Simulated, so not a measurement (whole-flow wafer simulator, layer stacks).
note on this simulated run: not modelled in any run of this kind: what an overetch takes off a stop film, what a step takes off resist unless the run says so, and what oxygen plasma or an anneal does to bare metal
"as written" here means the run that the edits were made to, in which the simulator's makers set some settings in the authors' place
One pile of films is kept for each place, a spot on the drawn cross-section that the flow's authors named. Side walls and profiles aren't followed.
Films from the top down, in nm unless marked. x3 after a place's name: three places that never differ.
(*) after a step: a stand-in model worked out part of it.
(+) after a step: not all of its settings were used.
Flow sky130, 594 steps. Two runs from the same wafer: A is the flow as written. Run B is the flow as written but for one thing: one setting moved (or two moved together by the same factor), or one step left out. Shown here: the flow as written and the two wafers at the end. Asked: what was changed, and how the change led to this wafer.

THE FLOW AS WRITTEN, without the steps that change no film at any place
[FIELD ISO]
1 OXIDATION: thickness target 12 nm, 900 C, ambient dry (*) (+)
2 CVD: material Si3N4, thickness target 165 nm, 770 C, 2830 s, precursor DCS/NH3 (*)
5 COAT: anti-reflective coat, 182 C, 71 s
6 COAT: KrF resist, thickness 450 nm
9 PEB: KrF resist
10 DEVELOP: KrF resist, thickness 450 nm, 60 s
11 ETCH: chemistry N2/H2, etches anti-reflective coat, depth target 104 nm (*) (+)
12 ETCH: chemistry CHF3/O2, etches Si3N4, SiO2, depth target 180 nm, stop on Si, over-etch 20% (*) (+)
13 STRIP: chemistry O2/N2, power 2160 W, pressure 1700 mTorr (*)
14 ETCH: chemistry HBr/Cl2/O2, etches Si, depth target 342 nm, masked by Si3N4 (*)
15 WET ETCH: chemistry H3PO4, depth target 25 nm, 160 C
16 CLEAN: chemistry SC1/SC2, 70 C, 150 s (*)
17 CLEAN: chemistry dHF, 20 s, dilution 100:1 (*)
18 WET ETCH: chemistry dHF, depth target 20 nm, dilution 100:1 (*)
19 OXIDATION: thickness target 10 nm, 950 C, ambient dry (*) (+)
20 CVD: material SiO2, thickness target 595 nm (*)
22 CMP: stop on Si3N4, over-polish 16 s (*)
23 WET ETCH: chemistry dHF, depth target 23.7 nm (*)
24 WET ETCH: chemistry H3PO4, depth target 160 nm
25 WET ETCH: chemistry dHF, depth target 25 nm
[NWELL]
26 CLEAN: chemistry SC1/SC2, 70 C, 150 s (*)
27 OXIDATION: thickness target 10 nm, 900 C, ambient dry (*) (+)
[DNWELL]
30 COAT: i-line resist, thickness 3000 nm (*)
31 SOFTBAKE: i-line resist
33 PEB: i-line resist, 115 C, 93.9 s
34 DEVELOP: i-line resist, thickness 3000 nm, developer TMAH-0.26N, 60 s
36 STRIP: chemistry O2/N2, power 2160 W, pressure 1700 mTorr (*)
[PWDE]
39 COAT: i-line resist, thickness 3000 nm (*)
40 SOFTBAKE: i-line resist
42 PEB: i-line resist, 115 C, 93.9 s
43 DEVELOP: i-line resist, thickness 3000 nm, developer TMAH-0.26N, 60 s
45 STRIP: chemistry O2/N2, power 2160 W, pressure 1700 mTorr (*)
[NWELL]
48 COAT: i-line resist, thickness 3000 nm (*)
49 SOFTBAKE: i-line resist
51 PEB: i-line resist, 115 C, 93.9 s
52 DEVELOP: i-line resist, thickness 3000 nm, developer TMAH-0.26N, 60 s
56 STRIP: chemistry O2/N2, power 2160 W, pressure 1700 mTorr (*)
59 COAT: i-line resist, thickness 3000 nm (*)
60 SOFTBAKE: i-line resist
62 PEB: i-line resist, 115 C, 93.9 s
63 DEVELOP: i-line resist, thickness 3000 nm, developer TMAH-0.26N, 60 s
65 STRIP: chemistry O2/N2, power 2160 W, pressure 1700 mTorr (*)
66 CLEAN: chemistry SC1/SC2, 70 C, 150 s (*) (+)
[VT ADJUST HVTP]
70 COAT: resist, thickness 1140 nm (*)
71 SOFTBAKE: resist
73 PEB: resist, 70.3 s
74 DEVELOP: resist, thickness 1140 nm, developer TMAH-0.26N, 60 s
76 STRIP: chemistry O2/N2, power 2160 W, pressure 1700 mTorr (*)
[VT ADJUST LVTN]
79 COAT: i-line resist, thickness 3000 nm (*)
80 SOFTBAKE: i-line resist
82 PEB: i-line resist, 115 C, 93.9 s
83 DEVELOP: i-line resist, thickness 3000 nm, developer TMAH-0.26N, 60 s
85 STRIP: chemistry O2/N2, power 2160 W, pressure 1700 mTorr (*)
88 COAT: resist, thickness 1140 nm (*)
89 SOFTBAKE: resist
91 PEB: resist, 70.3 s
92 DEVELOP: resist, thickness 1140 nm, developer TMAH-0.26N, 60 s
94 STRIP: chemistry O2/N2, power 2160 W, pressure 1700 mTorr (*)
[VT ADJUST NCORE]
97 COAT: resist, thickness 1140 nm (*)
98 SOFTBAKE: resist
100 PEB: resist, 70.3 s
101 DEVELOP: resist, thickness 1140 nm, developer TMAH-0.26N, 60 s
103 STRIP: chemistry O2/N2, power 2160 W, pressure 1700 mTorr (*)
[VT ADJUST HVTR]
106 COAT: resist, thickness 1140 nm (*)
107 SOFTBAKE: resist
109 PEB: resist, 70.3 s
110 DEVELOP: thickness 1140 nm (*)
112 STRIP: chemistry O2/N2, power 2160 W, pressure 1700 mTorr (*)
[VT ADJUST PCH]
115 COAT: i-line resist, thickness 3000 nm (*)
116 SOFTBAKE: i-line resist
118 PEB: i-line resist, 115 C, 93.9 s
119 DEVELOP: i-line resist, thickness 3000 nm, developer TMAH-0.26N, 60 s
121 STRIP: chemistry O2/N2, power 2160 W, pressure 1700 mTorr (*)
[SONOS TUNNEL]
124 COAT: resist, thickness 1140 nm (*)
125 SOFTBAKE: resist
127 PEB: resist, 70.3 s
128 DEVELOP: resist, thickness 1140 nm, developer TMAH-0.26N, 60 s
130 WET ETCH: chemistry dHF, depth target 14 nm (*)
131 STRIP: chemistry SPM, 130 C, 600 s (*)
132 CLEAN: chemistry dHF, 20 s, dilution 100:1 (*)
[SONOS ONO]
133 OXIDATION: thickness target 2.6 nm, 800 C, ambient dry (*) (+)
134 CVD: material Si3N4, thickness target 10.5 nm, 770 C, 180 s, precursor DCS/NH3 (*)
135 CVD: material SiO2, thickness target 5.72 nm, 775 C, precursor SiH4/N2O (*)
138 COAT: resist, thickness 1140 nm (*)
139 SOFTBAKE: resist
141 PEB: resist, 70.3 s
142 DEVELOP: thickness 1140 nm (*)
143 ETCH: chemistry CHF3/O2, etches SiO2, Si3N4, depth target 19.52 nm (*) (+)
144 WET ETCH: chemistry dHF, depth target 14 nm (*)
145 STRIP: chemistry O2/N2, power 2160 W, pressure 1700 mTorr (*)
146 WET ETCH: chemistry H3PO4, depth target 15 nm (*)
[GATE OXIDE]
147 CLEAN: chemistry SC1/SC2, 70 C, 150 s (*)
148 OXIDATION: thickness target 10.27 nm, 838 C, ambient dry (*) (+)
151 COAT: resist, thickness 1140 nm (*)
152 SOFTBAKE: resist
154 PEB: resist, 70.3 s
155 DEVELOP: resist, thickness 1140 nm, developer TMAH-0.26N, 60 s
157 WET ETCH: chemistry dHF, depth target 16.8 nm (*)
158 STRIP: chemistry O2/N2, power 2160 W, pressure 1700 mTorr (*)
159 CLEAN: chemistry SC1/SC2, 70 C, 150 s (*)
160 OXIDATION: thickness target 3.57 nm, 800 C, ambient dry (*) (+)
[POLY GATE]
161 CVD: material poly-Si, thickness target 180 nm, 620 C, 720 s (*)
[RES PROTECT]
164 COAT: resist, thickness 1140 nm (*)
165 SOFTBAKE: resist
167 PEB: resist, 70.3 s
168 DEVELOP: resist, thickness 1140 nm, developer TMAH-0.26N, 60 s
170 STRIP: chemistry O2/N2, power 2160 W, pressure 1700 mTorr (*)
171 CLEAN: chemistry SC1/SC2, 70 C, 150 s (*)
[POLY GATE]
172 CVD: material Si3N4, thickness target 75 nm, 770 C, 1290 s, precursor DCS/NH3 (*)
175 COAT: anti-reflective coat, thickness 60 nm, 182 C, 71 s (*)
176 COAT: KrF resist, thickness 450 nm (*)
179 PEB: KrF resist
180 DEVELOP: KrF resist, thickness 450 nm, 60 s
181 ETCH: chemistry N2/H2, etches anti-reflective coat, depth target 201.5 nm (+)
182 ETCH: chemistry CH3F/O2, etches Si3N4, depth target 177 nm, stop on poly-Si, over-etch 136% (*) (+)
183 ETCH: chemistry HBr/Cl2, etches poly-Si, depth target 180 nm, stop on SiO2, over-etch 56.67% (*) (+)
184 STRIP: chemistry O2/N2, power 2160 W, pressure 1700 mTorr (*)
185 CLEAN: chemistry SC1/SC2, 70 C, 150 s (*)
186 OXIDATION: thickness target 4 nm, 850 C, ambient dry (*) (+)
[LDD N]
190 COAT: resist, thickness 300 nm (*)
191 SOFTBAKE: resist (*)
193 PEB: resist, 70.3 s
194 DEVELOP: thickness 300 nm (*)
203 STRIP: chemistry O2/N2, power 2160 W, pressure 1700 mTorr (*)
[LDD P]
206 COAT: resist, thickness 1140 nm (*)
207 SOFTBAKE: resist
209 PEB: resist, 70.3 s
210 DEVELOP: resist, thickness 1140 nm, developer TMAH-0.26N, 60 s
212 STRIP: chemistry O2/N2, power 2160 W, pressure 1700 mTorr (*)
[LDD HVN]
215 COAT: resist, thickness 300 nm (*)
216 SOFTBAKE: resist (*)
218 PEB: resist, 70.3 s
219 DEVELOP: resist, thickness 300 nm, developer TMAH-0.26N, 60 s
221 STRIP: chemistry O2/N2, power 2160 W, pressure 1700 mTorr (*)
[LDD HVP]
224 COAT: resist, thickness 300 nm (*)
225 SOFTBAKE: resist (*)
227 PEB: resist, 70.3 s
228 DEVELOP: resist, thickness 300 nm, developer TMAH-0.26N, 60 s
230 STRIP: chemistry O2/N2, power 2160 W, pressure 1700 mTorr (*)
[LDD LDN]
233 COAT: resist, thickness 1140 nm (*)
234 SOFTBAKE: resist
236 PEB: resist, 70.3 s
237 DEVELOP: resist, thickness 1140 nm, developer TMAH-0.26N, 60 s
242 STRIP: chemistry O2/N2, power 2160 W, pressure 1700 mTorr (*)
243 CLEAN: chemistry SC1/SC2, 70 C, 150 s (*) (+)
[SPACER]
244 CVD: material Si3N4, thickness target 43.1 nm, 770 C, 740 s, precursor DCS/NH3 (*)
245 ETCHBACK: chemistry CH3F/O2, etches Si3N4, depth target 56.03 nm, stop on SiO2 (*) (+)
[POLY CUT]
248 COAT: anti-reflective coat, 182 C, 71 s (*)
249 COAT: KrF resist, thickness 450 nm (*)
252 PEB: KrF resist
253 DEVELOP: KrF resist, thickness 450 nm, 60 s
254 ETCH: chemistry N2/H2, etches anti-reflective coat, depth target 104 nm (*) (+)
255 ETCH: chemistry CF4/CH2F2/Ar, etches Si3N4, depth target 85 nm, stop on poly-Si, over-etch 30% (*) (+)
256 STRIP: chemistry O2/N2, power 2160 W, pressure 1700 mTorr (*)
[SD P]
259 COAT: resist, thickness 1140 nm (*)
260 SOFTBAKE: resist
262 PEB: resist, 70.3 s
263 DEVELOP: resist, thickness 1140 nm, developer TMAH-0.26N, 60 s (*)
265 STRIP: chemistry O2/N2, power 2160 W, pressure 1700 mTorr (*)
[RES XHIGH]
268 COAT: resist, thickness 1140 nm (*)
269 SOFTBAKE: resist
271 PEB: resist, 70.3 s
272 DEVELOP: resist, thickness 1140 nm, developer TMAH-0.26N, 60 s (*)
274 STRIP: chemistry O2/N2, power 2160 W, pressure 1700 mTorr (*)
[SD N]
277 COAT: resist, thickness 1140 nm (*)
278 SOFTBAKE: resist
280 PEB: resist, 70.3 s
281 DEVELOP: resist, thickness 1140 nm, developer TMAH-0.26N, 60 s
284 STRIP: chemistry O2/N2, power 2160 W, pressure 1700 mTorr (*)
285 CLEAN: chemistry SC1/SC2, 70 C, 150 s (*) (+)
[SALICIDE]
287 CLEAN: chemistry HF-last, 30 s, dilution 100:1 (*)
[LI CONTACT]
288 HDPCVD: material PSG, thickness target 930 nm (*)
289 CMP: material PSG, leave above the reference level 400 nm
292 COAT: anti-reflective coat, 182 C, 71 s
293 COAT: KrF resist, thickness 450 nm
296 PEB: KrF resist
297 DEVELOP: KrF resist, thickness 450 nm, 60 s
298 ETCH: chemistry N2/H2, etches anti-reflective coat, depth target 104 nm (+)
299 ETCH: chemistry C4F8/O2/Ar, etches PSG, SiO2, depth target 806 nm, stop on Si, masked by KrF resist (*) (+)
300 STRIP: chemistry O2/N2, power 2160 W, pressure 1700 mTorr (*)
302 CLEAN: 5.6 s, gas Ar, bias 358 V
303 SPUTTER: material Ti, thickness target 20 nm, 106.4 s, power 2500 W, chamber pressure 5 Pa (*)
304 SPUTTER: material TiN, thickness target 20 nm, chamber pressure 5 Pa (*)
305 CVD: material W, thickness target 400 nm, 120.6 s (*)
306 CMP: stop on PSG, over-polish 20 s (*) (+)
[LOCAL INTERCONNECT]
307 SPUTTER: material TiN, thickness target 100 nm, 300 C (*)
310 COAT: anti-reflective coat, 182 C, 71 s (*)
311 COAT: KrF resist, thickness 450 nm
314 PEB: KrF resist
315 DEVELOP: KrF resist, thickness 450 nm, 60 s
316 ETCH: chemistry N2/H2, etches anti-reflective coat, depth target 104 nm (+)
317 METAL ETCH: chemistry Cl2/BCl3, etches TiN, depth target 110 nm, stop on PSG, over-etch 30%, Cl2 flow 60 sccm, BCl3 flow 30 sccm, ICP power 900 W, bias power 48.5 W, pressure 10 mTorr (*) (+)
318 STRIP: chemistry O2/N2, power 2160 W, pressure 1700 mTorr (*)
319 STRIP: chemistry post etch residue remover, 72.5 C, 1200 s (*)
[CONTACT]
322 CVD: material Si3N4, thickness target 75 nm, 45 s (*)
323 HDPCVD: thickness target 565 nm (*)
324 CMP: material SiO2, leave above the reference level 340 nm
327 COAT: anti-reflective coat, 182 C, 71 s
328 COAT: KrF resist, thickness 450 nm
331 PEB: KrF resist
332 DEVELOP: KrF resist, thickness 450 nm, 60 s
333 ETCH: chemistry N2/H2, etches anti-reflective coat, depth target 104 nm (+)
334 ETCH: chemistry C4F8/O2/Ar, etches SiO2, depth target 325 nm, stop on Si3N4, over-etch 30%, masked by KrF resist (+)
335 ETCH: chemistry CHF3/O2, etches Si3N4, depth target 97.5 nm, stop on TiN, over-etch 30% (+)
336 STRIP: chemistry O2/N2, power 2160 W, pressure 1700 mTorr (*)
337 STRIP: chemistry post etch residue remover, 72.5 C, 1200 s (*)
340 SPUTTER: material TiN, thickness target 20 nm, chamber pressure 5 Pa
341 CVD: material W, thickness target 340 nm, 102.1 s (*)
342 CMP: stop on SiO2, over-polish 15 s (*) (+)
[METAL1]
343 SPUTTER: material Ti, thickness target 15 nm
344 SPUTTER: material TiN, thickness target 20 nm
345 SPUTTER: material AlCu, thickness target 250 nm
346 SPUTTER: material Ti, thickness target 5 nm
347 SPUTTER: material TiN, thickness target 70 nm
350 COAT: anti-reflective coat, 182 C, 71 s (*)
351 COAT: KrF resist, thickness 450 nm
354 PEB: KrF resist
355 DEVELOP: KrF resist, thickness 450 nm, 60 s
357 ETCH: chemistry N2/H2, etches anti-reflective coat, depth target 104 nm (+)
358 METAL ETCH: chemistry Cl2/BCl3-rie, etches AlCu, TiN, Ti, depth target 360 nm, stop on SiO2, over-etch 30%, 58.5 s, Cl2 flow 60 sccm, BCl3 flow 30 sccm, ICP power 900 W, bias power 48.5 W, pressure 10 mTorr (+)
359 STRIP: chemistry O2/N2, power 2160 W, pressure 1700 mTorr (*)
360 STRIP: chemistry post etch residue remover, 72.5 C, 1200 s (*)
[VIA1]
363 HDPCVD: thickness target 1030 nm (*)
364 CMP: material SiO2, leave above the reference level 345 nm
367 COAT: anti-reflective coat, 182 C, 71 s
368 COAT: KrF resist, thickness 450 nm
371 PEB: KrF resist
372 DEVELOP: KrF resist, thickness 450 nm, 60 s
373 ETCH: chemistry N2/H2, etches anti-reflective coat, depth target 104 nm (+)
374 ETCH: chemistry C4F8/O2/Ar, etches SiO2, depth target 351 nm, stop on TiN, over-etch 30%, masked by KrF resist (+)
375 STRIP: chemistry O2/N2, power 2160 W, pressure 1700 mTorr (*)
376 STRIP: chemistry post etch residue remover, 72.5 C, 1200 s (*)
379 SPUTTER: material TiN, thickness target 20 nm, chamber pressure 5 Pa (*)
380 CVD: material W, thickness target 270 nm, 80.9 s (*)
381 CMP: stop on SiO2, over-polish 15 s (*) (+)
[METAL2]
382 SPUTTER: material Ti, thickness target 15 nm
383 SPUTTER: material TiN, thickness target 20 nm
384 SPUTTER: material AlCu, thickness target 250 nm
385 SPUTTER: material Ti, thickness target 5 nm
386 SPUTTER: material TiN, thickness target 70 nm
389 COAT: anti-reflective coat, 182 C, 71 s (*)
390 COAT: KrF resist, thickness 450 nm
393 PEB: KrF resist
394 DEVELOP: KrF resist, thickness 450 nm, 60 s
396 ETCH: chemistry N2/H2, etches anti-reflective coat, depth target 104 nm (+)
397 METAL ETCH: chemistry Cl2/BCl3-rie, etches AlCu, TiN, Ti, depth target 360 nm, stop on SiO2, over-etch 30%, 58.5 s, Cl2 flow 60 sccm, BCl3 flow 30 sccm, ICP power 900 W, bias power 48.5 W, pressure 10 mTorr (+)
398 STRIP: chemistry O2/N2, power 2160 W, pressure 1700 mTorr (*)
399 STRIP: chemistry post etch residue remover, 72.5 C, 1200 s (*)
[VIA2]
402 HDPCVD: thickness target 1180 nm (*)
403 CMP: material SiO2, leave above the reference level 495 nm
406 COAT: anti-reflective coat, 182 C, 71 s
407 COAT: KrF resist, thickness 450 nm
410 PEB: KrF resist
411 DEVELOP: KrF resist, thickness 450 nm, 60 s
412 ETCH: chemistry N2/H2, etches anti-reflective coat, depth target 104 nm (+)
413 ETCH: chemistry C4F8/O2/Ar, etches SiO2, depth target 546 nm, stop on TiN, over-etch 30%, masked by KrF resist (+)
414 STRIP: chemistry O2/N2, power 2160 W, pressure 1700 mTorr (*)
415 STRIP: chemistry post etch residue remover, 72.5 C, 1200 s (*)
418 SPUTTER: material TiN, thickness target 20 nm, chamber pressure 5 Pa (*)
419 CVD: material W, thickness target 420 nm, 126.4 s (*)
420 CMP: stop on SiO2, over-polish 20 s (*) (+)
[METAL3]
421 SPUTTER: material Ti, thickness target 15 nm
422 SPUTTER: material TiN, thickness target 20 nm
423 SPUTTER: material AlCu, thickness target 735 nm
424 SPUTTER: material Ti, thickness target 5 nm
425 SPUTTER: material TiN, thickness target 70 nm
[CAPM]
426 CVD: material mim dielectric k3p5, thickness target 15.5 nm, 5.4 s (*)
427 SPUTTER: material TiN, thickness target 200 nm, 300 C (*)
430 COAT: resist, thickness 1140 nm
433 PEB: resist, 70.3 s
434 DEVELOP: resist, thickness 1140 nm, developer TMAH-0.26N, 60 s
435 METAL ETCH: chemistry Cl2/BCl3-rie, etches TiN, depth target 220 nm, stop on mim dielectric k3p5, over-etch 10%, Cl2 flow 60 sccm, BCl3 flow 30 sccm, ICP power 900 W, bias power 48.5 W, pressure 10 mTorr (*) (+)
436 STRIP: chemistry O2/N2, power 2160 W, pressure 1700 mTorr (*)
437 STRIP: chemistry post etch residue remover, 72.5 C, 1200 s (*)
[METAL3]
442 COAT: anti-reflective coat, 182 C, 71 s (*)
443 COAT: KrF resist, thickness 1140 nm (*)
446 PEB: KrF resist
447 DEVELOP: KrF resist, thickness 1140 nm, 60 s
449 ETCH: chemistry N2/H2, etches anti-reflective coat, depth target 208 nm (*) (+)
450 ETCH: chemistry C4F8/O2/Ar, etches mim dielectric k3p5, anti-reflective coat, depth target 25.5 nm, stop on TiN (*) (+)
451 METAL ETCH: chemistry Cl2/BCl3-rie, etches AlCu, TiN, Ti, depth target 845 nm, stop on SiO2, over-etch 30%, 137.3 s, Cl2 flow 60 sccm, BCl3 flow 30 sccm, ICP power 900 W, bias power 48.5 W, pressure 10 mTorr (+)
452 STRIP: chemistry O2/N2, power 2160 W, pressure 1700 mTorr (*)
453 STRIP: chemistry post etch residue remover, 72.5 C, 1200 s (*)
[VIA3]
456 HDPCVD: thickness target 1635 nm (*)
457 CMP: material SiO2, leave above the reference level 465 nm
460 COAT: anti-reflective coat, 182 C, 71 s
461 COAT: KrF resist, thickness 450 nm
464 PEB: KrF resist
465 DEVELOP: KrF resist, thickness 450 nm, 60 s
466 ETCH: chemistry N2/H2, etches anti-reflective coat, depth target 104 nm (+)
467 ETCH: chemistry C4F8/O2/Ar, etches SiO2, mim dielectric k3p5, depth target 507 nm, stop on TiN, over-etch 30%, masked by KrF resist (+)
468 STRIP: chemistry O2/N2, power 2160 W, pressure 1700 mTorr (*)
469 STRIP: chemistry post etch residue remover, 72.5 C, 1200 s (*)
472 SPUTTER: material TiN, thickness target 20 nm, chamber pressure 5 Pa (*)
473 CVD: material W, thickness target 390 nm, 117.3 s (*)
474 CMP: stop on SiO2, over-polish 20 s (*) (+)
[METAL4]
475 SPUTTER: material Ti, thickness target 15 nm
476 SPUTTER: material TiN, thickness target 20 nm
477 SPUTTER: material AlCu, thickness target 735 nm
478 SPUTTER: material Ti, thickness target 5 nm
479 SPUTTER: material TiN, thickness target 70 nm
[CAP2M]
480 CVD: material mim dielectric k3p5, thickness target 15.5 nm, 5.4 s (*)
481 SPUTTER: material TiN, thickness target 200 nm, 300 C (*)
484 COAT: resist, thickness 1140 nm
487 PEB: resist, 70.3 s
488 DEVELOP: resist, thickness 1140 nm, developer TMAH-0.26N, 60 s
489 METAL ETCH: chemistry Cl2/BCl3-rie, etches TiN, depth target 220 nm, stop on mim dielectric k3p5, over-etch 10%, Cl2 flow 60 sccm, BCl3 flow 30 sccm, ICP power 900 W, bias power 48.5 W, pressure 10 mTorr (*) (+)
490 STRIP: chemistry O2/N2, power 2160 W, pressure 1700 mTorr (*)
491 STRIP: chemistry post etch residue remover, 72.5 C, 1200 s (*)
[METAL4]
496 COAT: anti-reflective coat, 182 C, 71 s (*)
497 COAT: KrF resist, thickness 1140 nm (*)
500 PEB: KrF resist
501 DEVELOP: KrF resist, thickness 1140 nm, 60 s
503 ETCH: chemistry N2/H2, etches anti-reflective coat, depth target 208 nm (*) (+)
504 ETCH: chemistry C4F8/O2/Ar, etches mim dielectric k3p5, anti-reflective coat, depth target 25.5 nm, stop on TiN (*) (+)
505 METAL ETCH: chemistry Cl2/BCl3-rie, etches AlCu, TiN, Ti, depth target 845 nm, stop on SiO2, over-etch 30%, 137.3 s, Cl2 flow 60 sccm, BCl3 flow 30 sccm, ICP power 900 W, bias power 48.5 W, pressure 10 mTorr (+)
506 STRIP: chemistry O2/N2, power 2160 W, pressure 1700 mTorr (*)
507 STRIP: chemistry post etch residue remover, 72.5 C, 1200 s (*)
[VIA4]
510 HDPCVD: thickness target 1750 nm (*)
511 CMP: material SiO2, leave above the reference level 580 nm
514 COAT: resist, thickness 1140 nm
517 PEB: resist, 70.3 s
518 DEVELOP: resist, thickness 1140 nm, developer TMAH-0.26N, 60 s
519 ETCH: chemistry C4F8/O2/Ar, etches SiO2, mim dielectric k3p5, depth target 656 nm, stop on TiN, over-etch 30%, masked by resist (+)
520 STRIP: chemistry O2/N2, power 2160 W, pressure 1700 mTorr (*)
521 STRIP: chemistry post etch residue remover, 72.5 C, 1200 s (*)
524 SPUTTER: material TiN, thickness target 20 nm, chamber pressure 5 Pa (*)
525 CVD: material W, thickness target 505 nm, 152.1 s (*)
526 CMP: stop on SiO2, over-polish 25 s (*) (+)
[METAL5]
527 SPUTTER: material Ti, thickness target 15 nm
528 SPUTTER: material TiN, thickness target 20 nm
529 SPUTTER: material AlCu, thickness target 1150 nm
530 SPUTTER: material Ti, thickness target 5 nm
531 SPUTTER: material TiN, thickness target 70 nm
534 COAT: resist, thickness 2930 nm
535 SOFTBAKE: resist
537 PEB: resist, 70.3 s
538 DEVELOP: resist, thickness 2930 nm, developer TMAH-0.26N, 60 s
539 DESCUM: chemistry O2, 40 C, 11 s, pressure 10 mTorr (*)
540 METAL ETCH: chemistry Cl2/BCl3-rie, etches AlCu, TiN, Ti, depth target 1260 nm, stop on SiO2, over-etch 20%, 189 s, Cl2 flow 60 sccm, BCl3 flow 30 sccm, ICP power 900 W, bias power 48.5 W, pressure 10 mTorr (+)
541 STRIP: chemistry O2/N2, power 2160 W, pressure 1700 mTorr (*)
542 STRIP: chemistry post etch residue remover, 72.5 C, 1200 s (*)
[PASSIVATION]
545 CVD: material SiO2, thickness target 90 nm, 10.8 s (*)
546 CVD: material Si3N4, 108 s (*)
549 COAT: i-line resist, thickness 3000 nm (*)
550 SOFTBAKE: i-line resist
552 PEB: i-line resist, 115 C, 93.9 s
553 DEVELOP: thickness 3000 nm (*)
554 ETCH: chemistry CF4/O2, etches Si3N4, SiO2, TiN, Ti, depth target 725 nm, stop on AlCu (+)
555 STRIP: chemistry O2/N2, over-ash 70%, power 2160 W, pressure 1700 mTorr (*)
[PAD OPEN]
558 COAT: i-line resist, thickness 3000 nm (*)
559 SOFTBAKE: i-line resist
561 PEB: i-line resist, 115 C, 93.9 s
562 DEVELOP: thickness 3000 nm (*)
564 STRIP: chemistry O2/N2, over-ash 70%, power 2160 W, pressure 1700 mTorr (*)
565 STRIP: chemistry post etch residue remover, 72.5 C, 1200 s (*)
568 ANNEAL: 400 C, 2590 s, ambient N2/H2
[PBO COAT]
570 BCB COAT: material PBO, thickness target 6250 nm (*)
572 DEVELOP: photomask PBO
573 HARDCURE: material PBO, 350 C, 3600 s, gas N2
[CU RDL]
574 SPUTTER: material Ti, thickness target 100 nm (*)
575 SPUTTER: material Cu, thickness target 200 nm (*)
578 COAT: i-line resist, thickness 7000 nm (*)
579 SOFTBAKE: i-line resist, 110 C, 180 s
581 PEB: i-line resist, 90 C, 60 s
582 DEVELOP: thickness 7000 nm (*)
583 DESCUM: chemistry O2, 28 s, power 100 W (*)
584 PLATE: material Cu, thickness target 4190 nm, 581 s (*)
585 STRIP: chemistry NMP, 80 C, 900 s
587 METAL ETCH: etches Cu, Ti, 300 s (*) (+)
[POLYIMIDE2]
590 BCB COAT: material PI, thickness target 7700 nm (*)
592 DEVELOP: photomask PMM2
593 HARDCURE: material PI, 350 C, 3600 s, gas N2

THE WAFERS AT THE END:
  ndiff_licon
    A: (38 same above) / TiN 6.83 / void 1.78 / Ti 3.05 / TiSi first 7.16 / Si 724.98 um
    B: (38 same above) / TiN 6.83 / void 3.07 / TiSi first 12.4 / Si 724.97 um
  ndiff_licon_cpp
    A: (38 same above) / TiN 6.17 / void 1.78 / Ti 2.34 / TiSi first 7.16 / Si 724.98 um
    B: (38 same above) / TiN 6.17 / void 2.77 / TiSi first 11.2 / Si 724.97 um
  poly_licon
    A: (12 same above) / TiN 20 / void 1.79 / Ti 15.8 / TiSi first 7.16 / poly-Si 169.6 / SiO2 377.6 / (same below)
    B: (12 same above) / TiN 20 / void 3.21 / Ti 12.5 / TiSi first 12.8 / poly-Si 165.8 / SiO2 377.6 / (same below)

The cause: step 568, ANNEAL: 430 C was run, where the flow has 400 C.

How the change led to this, step by step:
  568 ANNEAL: 400 C, 2590 s, ambient N2/H2
      ndiff_licon: A under 37 films: void +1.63 (new film), Ti -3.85, TiSi first +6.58 (new film), Si -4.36 | B under 37 films: void +3.07 (new film), TiSi first +12.4 (new film), Ti -7.24 (all of it), Si -8.21
      ndiff_licon_cpp: A under 37 films: void +1.63 (new film), Ti -3.85, TiSi first +6.58 (new film), Si -4.36 | B under 37 films: void +2.77 (new film), TiSi first +11.2 (new film), Ti -6.53 (all of it), Si -7.41
      (and at 2 more places)
Counting metal films that touch as one body, ndiff_licon has 5 bodies (between them, from the top down: SiO2 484 / mim dielectric k3p5 15.5; SiO2 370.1 / mim dielectric k3p5 15.5; SiO2 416; SiO2 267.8); the flow as written gives 6 bodies (between them, from the top down: SiO2 484 / mim dielectric k3p5 15.5; SiO2 370.1 / mim dielectric k3p5 15.5; SiO2 416; SiO2 267.8; void 1.78).
Counting metal films that touch as one body, ndiff_licon_cpp has 5 bodies (between them, from the top down: SiO2 484 / mim dielectric k3p5 15.5; SiO2 370.1 / mim dielectric k3p5 15.5; SiO2 416; SiO2 267.8); the flow as written gives 6 bodies (between them, from the top down: SiO2 484 / mim dielectric k3p5 15.5; SiO2 370.1 / mim dielectric k3p5 15.5; SiO2 416; SiO2 267.8; void 1.78).
